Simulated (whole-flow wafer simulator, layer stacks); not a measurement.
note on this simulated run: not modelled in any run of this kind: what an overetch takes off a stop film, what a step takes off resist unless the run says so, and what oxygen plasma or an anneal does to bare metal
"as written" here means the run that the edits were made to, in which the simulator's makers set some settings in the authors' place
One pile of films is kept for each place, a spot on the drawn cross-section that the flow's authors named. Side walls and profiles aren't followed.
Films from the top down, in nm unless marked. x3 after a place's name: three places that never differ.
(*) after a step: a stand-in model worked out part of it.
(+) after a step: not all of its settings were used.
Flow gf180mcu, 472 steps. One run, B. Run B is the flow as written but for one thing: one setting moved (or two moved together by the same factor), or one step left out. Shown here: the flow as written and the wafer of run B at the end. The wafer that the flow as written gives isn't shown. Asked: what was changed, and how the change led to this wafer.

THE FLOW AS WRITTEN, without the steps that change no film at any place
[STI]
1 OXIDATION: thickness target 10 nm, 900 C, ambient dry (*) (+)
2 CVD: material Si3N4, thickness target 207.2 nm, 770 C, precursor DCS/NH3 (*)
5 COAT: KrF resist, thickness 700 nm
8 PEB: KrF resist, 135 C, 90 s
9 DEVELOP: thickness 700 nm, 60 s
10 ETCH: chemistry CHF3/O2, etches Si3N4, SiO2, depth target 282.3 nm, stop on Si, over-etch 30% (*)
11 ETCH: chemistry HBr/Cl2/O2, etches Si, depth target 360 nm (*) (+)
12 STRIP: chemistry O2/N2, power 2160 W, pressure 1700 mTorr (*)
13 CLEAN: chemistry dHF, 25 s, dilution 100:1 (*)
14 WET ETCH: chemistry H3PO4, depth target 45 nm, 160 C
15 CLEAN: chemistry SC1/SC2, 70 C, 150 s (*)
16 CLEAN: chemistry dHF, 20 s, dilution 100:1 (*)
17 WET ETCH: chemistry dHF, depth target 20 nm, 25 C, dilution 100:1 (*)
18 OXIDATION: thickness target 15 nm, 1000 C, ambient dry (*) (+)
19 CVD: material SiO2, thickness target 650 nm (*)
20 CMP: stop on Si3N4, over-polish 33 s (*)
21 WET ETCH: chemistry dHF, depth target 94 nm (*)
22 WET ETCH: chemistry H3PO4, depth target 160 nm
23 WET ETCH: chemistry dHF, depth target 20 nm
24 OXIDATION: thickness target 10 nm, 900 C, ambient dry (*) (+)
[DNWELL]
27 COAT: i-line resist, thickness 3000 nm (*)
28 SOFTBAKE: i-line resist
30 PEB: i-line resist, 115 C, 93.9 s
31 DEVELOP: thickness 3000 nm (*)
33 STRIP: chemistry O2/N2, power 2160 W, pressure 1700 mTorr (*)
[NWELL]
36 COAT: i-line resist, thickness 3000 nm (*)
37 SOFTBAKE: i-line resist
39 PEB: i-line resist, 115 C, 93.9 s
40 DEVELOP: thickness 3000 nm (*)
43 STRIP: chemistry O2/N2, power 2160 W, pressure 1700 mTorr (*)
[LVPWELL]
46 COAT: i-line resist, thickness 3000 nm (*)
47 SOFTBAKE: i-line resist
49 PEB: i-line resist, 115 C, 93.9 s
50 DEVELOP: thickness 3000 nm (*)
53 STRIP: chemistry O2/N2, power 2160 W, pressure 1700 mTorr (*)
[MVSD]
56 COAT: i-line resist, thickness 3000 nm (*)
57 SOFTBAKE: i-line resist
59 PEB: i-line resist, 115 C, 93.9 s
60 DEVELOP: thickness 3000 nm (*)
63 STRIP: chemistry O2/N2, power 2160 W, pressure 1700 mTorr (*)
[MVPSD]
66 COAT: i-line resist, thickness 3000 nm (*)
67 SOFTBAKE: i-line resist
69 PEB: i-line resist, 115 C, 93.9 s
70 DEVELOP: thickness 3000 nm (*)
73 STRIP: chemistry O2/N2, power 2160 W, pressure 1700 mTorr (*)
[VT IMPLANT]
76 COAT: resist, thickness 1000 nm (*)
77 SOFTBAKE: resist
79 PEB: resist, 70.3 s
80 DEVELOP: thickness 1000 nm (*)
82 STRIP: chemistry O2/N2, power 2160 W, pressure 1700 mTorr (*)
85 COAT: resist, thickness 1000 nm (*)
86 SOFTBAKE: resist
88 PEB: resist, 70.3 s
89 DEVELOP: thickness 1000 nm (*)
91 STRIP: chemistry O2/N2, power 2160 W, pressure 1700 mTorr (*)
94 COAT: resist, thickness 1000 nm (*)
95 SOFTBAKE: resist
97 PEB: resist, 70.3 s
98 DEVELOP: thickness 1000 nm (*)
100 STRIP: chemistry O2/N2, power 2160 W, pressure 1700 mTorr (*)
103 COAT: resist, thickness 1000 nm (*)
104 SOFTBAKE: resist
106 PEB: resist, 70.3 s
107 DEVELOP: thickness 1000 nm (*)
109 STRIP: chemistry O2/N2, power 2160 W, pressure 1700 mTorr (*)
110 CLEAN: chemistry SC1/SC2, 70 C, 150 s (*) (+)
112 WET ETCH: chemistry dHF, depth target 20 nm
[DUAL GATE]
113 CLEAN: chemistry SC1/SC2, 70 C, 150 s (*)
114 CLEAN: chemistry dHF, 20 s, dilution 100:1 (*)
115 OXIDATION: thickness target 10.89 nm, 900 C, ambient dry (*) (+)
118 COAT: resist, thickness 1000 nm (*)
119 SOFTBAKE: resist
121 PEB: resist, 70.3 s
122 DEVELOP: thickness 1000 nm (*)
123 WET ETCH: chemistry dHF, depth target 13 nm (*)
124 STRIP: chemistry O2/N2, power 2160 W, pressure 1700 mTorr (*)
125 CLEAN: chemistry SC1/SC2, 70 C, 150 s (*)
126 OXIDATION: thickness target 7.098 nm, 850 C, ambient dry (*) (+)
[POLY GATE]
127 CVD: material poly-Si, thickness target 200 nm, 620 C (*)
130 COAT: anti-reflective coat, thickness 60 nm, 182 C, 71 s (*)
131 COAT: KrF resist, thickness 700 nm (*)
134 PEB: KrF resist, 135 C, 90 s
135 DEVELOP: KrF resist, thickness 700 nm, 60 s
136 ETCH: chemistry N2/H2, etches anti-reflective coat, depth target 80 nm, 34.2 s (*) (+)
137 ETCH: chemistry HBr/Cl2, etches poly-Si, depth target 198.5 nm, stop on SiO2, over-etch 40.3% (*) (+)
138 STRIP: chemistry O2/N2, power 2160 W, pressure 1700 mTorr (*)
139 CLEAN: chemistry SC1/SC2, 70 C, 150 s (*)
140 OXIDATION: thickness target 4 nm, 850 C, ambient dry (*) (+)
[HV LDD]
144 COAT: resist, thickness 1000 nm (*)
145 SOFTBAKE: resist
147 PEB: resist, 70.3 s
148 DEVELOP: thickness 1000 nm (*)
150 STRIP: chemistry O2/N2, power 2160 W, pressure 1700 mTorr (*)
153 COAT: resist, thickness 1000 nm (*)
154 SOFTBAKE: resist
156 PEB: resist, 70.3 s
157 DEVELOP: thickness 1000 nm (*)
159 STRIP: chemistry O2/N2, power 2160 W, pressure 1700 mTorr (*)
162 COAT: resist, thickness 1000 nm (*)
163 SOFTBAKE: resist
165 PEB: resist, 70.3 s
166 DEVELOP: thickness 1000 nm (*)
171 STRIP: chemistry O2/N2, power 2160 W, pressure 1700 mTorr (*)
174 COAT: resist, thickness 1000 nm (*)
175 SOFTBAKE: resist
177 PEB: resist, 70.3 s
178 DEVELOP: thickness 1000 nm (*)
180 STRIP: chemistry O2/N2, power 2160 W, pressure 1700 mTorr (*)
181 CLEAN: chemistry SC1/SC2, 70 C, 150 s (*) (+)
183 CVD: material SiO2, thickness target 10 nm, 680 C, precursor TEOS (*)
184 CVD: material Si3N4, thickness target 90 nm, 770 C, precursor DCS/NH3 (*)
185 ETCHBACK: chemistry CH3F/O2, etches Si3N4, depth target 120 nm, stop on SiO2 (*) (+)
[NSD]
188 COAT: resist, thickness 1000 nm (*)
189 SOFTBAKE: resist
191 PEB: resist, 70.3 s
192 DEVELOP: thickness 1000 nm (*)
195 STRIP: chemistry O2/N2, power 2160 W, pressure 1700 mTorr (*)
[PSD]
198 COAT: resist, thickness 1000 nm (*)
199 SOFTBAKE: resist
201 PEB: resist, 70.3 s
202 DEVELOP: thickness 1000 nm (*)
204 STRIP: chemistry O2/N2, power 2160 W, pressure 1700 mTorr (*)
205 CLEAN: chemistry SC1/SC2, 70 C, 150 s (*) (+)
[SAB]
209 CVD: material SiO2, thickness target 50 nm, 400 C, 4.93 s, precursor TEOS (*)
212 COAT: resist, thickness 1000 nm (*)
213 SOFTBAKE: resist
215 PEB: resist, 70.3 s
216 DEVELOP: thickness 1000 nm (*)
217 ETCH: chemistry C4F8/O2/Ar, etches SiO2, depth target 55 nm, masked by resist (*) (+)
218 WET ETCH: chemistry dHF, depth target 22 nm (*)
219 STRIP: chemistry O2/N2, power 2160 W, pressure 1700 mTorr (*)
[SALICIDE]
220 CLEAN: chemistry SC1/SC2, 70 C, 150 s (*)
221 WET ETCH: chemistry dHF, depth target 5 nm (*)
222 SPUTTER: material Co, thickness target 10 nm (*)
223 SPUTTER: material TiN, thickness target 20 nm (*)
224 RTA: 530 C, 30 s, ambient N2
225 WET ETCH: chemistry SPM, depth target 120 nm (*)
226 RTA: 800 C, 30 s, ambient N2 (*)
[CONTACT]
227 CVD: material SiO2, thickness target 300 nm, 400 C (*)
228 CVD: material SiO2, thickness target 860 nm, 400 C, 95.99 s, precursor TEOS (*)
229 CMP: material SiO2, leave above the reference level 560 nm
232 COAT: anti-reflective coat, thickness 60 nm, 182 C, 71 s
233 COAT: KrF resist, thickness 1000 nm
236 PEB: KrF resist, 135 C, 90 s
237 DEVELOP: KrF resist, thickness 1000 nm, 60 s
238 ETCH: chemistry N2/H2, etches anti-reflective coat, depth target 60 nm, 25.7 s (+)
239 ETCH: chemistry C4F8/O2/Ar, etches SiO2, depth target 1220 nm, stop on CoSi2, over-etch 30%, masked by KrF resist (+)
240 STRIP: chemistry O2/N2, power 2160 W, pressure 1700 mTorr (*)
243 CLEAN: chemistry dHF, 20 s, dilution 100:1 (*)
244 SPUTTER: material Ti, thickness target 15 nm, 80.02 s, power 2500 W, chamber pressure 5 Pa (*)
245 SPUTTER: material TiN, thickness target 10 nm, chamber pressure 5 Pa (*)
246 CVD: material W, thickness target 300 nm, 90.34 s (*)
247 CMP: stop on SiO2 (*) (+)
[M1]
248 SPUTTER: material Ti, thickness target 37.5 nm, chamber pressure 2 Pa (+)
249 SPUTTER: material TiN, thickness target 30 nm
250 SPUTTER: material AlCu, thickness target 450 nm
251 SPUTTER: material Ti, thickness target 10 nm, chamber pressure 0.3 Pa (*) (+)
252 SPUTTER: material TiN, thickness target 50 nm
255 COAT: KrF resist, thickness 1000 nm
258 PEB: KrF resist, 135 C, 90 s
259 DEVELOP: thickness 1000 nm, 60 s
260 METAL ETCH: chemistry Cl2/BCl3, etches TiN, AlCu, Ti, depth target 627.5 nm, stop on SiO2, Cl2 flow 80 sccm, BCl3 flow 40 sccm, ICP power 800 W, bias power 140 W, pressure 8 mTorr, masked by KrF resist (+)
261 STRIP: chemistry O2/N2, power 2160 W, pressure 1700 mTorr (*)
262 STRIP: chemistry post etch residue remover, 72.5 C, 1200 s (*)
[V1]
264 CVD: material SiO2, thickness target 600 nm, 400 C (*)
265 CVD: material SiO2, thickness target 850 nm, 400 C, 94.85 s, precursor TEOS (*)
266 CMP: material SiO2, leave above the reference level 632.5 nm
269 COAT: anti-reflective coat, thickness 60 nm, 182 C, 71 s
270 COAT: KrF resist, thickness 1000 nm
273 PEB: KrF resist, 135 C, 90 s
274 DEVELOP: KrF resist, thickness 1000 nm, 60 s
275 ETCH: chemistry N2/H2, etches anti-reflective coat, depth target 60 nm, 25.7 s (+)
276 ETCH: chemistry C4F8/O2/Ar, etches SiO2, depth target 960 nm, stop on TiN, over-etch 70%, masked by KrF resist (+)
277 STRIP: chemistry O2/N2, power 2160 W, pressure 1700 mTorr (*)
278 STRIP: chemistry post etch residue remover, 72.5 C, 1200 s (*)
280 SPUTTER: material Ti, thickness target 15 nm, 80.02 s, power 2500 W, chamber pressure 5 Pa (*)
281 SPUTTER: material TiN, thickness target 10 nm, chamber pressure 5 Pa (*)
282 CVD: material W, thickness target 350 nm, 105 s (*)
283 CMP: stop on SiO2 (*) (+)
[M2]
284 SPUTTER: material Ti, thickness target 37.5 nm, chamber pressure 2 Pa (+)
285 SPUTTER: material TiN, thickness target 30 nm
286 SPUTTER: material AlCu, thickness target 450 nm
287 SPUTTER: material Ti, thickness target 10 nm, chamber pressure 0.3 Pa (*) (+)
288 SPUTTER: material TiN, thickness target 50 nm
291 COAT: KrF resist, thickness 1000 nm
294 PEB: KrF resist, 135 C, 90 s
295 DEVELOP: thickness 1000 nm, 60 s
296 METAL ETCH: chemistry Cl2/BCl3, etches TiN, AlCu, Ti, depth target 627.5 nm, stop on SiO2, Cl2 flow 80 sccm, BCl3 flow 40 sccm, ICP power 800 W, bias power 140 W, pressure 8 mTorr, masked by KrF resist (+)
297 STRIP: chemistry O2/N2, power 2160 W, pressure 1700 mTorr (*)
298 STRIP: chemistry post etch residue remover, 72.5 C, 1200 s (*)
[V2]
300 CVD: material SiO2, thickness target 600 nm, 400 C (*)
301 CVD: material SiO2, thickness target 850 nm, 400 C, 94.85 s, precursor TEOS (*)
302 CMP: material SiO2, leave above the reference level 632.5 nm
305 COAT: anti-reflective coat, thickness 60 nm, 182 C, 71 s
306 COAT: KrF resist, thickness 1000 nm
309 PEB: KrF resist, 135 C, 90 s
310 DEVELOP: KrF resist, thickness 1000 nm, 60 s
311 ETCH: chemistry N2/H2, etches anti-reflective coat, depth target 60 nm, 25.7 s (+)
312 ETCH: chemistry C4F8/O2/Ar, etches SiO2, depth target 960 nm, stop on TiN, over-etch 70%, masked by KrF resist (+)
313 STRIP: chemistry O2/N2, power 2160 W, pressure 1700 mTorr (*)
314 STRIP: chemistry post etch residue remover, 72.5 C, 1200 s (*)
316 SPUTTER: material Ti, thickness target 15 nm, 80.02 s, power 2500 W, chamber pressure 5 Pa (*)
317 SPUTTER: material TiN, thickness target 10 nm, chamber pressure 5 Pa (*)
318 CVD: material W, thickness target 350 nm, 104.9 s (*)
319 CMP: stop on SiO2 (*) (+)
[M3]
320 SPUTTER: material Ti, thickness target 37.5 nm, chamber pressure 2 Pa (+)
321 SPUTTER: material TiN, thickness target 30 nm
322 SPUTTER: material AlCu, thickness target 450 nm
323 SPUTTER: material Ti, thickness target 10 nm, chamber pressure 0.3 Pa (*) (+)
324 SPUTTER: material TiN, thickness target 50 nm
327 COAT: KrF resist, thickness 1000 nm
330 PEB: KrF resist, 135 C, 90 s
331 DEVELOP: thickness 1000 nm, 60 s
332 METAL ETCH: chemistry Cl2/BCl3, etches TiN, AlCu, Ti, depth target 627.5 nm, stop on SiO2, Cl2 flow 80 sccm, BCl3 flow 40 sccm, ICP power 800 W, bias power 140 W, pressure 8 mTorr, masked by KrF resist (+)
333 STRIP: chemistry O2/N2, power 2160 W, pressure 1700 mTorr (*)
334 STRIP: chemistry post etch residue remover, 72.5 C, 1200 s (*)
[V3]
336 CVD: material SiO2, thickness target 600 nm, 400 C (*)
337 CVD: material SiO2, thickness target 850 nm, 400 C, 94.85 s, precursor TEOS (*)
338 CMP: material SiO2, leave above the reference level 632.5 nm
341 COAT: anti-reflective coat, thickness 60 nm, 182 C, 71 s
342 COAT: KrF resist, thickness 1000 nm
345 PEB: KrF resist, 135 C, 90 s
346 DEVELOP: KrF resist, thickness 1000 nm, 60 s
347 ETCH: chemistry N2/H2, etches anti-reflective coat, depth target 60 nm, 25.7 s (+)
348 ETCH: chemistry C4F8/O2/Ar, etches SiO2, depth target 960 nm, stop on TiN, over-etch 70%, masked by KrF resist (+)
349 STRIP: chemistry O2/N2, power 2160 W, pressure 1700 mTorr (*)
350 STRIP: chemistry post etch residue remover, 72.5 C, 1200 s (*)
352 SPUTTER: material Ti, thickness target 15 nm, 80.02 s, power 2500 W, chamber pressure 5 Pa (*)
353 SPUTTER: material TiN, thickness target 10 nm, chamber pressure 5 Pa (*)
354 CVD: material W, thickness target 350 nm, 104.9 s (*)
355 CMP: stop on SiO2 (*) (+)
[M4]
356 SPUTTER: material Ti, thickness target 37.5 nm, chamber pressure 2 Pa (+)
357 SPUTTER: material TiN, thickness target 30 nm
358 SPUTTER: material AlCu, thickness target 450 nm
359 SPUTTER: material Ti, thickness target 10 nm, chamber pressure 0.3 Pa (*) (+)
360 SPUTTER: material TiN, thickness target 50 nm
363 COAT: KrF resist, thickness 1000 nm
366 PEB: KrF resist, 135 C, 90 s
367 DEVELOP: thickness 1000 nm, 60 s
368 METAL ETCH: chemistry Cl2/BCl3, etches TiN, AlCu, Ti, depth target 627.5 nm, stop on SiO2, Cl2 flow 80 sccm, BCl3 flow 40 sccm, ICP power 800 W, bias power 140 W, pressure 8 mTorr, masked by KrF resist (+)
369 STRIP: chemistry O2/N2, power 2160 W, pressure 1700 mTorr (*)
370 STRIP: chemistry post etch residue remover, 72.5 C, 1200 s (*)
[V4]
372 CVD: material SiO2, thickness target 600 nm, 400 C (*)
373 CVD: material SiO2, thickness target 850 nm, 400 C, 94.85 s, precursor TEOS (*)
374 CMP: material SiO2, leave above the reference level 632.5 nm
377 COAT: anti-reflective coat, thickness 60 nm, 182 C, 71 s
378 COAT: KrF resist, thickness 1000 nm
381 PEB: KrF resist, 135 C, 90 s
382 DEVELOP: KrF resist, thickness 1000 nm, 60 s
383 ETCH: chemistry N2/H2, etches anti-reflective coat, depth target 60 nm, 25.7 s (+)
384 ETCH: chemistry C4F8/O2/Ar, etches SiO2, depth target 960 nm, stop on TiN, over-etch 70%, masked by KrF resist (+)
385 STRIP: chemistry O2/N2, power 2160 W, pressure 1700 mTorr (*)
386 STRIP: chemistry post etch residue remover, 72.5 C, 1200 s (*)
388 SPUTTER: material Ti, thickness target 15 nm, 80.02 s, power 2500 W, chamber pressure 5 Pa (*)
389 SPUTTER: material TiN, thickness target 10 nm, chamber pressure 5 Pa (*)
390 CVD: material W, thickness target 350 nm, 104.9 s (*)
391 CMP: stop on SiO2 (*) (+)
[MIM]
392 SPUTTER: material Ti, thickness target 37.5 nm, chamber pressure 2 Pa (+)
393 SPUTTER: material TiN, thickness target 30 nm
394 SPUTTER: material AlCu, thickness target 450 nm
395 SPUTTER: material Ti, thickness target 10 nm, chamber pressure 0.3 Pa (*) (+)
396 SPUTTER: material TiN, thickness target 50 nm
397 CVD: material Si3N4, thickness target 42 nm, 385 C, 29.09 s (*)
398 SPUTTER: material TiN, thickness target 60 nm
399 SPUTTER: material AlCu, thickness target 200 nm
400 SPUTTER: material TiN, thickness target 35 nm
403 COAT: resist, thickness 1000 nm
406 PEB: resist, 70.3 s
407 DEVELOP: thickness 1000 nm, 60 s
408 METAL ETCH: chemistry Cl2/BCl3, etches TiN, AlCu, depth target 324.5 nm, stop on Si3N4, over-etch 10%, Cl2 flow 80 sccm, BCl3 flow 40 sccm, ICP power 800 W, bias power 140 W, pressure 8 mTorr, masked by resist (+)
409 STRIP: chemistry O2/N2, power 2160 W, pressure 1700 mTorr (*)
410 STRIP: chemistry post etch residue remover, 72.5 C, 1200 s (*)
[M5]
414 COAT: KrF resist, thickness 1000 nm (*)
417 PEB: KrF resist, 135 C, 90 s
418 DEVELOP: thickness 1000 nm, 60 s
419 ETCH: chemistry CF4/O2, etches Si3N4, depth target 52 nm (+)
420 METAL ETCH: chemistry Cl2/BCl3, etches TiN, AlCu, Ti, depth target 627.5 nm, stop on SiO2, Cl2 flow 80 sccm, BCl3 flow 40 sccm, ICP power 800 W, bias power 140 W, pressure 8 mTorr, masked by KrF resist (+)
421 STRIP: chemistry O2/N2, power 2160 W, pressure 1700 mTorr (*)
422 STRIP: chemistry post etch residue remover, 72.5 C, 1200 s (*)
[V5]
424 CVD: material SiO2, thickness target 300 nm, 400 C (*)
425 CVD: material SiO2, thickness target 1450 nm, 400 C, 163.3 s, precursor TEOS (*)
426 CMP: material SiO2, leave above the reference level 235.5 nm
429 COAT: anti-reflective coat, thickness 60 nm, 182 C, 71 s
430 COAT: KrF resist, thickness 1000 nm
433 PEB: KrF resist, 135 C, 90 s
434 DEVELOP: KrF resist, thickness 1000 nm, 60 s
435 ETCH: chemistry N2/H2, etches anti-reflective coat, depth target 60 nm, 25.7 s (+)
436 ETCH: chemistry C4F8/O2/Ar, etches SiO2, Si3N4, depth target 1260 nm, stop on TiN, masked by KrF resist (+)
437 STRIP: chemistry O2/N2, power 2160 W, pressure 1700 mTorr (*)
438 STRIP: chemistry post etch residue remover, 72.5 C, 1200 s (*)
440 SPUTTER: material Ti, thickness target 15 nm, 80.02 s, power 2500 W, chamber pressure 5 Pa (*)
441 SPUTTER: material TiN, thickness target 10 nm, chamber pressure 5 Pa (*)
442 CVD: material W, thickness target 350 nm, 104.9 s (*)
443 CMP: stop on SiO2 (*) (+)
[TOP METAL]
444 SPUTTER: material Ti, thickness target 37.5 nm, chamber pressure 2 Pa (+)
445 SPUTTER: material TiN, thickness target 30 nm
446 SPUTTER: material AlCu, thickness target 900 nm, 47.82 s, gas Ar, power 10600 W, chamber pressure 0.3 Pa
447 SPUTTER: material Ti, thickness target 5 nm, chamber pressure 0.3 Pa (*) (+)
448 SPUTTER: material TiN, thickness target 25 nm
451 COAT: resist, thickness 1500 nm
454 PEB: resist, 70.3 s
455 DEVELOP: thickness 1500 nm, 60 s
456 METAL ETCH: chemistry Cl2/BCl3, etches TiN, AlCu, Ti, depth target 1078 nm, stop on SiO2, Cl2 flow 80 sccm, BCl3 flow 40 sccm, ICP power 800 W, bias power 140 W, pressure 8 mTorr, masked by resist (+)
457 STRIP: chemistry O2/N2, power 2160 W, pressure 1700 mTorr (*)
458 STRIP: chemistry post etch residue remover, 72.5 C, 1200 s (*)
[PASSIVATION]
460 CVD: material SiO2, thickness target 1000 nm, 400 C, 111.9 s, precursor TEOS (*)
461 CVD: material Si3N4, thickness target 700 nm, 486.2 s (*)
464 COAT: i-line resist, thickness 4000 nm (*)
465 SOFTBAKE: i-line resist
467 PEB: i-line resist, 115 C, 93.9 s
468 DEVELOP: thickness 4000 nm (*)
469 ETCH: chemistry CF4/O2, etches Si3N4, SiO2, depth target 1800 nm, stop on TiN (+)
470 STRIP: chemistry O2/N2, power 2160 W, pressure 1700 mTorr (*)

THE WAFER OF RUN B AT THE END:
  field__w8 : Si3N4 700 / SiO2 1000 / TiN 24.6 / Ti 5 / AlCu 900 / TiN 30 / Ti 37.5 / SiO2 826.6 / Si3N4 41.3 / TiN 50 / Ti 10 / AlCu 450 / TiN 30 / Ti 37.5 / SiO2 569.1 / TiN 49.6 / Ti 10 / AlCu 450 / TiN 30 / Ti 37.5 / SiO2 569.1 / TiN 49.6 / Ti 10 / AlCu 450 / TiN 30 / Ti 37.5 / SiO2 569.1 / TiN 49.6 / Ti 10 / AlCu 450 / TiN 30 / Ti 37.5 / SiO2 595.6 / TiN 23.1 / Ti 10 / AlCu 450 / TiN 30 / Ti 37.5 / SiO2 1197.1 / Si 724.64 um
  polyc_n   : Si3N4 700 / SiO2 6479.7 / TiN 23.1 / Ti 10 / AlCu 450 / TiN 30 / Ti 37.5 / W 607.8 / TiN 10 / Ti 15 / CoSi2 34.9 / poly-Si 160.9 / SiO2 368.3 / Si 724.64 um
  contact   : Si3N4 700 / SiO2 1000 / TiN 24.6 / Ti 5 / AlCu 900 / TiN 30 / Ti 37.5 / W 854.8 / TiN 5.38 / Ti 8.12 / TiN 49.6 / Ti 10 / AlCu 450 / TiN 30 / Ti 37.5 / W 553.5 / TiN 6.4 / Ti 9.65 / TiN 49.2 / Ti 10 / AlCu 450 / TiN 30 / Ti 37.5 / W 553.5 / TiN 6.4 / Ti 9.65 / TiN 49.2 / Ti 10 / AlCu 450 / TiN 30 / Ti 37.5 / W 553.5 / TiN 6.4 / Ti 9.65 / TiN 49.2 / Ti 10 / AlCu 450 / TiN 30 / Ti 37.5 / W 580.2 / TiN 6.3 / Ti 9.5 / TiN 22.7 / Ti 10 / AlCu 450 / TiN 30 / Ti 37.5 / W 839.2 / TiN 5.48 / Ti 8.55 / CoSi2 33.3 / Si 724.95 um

The cause: step 252, SPUTTER: thickness target 23.5 nm was run, where the flow has thickness target 50 nm.

How the change led to this, step by step:
  252 SPUTTER: material TiN, thickness target 50 nm
      field, field__w1, field__w2 and 108 more: TiN +23.5 (new film) (as written it would be: TiN +50 (new film))
  260 METAL ETCH: chemistry Cl2/BCl3, etches TiN, AlCu, Ti, depth target 627.5 nm, stop on SiO2, Cl2 flow 80 sccm, BCl3 flow 40 sccm, ICP power 800 W, bias power 140 W, pressure 8 mTorr, masked by KrF resist (+)
      field, field__w1, field__w2 and 99 more: TiN -23.5 (all of it), Ti -10 (all of it), AlCu -450 (all of it), TiN -30 (all of it), Ti -37.5 (all of it) (as written it would be: TiN -50 (all of it), Ti -10 (all of it), AlCu -450 (all of it), TiN -30 (all of it), Ti -37.5 (all of it))
  266 CMP: material SiO2, leave above the reference level 632.5 nm
      field__w8, contact, m1 and 6 more: SiO2 -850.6 (as written it would be: SiO2 -877.1)
  276 ETCH: chemistry C4F8/O2/Ar, etches SiO2, depth target 960 nm, stop on TiN, over-etch 70%, masked by KrF resist (+)
      contact: SiO2 -599 (all of it) (as written it would be: SiO2 -572.5 (all of it))
  282 CVD: material W, thickness target 350 nm, 105 s (*)
      contact: W +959 (new film) (as written it would be: W +932.3 (new film))
